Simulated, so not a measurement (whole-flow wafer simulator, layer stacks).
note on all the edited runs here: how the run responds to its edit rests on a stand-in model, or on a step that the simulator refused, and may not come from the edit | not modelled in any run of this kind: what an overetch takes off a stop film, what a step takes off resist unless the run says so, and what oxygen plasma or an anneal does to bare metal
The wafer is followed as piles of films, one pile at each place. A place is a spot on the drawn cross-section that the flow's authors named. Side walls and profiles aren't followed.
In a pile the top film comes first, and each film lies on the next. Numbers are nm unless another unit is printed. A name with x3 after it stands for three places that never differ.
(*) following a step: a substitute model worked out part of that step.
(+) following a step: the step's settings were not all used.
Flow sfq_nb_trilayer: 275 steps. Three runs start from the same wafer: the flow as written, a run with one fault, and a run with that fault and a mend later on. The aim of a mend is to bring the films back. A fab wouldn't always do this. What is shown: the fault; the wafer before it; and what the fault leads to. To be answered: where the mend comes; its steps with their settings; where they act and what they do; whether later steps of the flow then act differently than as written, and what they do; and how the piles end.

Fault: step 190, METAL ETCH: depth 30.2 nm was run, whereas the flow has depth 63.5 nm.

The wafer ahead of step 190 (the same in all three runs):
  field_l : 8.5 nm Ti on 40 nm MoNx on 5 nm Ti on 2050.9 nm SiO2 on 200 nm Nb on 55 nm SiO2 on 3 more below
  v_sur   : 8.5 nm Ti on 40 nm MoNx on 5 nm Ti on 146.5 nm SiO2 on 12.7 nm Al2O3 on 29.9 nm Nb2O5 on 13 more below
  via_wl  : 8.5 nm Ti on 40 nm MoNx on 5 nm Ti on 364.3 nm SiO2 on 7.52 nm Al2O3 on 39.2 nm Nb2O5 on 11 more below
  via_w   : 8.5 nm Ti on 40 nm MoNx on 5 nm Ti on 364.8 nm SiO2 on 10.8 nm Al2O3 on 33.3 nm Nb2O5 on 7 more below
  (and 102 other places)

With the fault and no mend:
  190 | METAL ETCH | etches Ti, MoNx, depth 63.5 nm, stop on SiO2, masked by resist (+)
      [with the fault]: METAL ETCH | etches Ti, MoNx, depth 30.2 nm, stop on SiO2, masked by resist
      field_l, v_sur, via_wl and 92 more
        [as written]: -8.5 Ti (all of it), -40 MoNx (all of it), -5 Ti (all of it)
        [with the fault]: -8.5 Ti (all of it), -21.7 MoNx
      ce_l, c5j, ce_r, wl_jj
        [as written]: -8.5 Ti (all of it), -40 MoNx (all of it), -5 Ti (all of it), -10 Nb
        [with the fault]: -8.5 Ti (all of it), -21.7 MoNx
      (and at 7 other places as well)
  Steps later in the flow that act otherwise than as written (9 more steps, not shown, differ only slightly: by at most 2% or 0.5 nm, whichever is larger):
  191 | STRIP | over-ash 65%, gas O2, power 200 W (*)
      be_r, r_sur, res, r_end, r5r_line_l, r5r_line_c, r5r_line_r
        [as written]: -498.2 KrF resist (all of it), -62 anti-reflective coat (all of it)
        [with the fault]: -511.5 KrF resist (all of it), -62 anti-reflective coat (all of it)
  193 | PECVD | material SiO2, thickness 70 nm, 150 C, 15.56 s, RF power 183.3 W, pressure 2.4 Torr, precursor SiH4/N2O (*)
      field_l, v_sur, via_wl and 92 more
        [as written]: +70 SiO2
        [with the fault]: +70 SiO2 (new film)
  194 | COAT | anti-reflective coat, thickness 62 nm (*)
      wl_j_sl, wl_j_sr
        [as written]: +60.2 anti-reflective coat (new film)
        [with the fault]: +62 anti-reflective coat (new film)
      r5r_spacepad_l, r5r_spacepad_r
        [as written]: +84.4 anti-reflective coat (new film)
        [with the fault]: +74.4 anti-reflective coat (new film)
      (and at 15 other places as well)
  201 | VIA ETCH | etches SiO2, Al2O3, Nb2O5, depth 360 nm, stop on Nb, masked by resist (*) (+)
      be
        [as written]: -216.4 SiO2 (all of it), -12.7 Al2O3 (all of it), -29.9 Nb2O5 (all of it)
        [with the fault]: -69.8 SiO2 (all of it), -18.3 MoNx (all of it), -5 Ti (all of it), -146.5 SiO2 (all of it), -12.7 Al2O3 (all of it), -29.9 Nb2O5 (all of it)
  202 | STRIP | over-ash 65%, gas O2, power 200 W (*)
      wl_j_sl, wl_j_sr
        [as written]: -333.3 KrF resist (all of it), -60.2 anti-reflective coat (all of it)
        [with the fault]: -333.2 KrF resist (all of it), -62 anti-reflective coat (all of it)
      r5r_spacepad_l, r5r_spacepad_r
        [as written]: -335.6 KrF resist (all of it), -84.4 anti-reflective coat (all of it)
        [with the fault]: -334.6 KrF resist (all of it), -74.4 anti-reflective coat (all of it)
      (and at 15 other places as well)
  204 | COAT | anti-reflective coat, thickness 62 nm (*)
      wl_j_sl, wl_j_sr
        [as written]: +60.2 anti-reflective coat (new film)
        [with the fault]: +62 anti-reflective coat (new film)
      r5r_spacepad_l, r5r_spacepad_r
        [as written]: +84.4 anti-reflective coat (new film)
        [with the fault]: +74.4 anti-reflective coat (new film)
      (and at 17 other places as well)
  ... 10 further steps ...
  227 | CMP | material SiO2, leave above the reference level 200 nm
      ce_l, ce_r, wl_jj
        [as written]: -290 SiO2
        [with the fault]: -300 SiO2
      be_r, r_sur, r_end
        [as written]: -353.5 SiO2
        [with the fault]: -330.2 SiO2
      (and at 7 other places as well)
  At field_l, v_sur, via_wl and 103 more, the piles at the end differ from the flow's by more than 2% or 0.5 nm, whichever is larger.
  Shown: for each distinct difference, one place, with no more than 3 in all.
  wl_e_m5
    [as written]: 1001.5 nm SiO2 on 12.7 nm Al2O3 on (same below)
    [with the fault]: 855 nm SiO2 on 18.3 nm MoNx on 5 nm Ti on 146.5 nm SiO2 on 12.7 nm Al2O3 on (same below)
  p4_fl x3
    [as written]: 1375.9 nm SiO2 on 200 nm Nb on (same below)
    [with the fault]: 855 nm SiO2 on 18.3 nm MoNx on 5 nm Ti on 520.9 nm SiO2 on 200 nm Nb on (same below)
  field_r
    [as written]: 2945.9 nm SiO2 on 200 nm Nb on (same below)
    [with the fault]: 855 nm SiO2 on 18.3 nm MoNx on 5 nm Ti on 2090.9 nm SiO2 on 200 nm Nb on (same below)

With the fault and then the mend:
  The mend stands after step 191.
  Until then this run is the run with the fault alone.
  191a | COAT | anti-reflective coat, thickness 62 nm (*) (a further turn of the flow's step 183)
      p4_fl x3, p4_w1 x9, p4_g1 x2 and 57 more
        +62 anti-reflective coat (new film)
      via_sp, via_v, wire and 6 more
        +62.2 anti-reflective coat (new film)
      field_l, v_sur, via_wl, via_w, via_wr
        +62.1 anti-reflective coat (new film)
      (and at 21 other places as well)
  191b | COAT | KrF resist, thickness 600 nm (*) (a further turn of the flow's step 184)
      p4_fl x3, p4_w1 x9, p4_g1 x2 and 57 more
        +600 KrF resist (new film)
      via_wl, via_w, via_wr, via_sp, l0v
        +600.4 KrF resist (new film)
      via_v, lsp_r, l0_sur
        +600.5 KrF resist (new film)
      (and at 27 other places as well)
  191c | SOFTBAKE | KrF resist (a further turn of the flow's step 185)
      does not change any film at any place that is followed
  191d | EXPOSE | photomask R5, dose 12.12 mJ/cm2, NA 0.6, wavelength 248 nm (*) (a further turn of the flow's step 186)
      does not change any film at any place that is followed
  191e | PEB | KrF resist, 90 s (a further turn of the flow's step 187)
      field_l, v_sur, via_wl and 80 more
        -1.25 KrF resist
      be, be_sur, gap and 12 more
        -1.26 KrF resist
      be_r, r_sur, res, r_end
        -1.23 KrF resist
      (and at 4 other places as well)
  191f | DEVELOP | KrF resist, thickness 600 nm, 60 s (a further turn of the flow's step 188)
      p4_fl x3, p4_w1 x9, p4_g1 x2 and 57 more
        -598.7 KrF resist (all of it)
      be_r, r_sur, res, r_end, r5r_line_l, r5r_line_c, r5r_line_r
        -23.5 KrF resist
      field_l, v_sur, via_wl, via_w
        -599.1 KrF resist (all of it)
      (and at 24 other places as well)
  191g | METAL ETCH | etches anti-reflective coat, depth 125 nm, masked by resist (*) (+) (a further turn of the flow's step 189)
      p4_fl x3, p4_w1 x9, p4_g1 x2 and 57 more
        -62 anti-reflective coat (all of it)
      via_sp, via_v, wire and 6 more
        -62.2 anti-reflective coat (all of it)
      be_r, r_sur, res, r_end, r5r_line_l, r5r_line_c, r5r_line_r
        -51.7 KrF resist
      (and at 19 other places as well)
  191h | METAL ETCH | etches Ti, MoNx, depth 33.3 nm, stop on SiO2, masked by resist (+) (a further turn of the flow's step 190, with different settings)
      field_l, v_sur, via_wl and 92 more
        -18.3 MoNx (all of it), -5 Ti (all of it)
      be_r, r_sur, res, r_end, r5r_line_l, r5r_line_c, r5r_line_r
        -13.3 KrF resist
      ce_l, c5j, ce_r, wl_jj
        -18.3 MoNx (all of it), -5 Ti (all of it), -10 Nb
  191i | STRIP | over-ash 65%, gas O2, power 200 W (*) (a further turn of the flow's step 191)
      r5r_line_l, r5r_line_c, r5r_line_r
        -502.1 KrF resist (all of it), -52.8 anti-reflective coat (all of it)
      be_r
        -497.9 KrF resist (all of it), -56.7 anti-reflective coat (all of it)
      r_sur
        -497.7 KrF resist (all of it), -59.3 anti-reflective coat (all of it)
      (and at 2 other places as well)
  Later steps of the flow that are run all act as written at every place that is followed.
  At every place that both follow, the piles at the end match the flow's.
